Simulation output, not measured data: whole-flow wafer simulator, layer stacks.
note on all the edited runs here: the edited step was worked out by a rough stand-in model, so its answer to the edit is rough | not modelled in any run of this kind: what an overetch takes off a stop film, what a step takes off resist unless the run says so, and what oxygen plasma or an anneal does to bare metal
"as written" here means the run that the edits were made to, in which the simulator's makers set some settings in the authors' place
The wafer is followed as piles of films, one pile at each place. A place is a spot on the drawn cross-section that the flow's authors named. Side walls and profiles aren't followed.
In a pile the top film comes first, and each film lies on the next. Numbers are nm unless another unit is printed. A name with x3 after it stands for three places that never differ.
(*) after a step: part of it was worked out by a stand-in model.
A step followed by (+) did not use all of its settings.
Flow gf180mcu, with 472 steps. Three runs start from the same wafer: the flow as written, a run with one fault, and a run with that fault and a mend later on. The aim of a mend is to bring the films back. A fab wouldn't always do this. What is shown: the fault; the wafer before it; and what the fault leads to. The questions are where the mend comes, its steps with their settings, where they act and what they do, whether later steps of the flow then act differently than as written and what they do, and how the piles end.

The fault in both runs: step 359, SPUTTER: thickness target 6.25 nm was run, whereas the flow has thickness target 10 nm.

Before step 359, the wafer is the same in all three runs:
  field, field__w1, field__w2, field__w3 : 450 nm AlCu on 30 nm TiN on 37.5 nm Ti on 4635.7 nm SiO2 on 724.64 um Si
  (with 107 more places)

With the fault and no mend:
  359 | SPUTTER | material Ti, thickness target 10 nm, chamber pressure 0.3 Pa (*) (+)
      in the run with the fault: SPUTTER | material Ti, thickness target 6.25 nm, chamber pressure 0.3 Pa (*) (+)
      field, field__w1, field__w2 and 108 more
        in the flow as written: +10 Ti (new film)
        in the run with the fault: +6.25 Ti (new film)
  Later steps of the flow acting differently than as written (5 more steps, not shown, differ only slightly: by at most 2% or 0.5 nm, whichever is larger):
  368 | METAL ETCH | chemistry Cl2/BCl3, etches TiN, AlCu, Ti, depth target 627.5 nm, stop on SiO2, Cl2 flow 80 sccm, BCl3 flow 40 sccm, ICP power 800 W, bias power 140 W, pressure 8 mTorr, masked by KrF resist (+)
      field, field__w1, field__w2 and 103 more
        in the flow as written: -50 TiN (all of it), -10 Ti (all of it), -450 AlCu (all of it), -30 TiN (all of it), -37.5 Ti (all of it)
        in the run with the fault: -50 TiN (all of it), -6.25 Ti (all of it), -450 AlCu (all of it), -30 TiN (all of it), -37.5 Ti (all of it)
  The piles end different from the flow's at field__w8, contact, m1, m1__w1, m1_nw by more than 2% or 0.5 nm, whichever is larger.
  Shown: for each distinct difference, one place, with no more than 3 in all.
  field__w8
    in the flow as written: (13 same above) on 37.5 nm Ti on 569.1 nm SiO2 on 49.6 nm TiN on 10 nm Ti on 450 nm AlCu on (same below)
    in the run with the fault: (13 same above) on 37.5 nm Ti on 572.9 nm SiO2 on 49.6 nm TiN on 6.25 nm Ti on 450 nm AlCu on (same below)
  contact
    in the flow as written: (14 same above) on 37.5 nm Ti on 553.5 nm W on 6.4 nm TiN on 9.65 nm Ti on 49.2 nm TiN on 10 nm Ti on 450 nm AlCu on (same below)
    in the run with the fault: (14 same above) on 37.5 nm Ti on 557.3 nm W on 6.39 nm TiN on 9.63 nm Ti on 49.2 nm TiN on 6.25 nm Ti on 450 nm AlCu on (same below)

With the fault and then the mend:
  The mend follows step 359.
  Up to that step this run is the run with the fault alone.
  359a | SPUTTER | material Ti, thickness target 3.75 nm, chamber pressure 0.3 Pa (*) (+) (the flow's step 359, run once more with other settings)
      field, field__w1, field__w2 and 108 more
        +3.75 Ti
  Later steps of the flow that are run all act as written at every place that is followed.
  At every place that both follow, the piles at the end match the flow's.
